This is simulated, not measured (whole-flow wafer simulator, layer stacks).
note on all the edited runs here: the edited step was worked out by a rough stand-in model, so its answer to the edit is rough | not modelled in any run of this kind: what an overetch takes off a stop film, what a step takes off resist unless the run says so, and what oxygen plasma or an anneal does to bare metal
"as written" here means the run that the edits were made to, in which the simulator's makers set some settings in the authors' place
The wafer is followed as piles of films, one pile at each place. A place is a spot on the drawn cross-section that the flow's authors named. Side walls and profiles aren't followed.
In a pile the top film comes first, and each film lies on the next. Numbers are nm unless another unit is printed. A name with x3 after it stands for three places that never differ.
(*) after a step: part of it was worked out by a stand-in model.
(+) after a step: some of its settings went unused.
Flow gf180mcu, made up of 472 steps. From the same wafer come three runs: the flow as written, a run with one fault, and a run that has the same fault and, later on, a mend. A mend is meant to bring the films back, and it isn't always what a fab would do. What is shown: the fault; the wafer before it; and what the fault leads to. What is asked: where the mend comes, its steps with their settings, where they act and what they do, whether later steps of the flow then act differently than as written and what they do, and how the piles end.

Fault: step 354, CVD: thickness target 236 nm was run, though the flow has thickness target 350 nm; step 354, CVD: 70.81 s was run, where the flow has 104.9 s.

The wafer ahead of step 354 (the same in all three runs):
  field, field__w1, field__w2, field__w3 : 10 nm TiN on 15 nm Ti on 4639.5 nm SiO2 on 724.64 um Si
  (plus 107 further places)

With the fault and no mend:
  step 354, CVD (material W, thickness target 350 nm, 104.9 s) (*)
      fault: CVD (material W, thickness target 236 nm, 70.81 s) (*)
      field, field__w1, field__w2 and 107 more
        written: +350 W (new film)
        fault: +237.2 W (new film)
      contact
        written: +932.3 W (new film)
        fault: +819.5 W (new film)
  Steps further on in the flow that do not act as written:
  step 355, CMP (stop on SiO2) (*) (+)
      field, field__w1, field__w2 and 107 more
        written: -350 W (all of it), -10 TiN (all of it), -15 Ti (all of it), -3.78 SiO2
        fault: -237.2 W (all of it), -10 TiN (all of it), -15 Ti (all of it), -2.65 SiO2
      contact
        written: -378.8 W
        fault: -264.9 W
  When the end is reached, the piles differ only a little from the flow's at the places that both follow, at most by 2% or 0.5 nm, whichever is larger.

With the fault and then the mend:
  The mend stands after step 354.
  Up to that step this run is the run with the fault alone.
  step 354a, CVD (material W, thickness target 114 nm, 34.17 s) (the flow's step 354, run once more with other settings)
      field, field__w1, field__w2 and 108 more
        +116 W
  Later steps of the flow that are run all act as written at every place that is followed, up to a difference of at most 2% or 0.5 nm, whichever is larger.
  When the end is reached, the piles differ only a little from the flow's at the places that both follow, at most by 2% or 0.5 nm, whichever is larger.
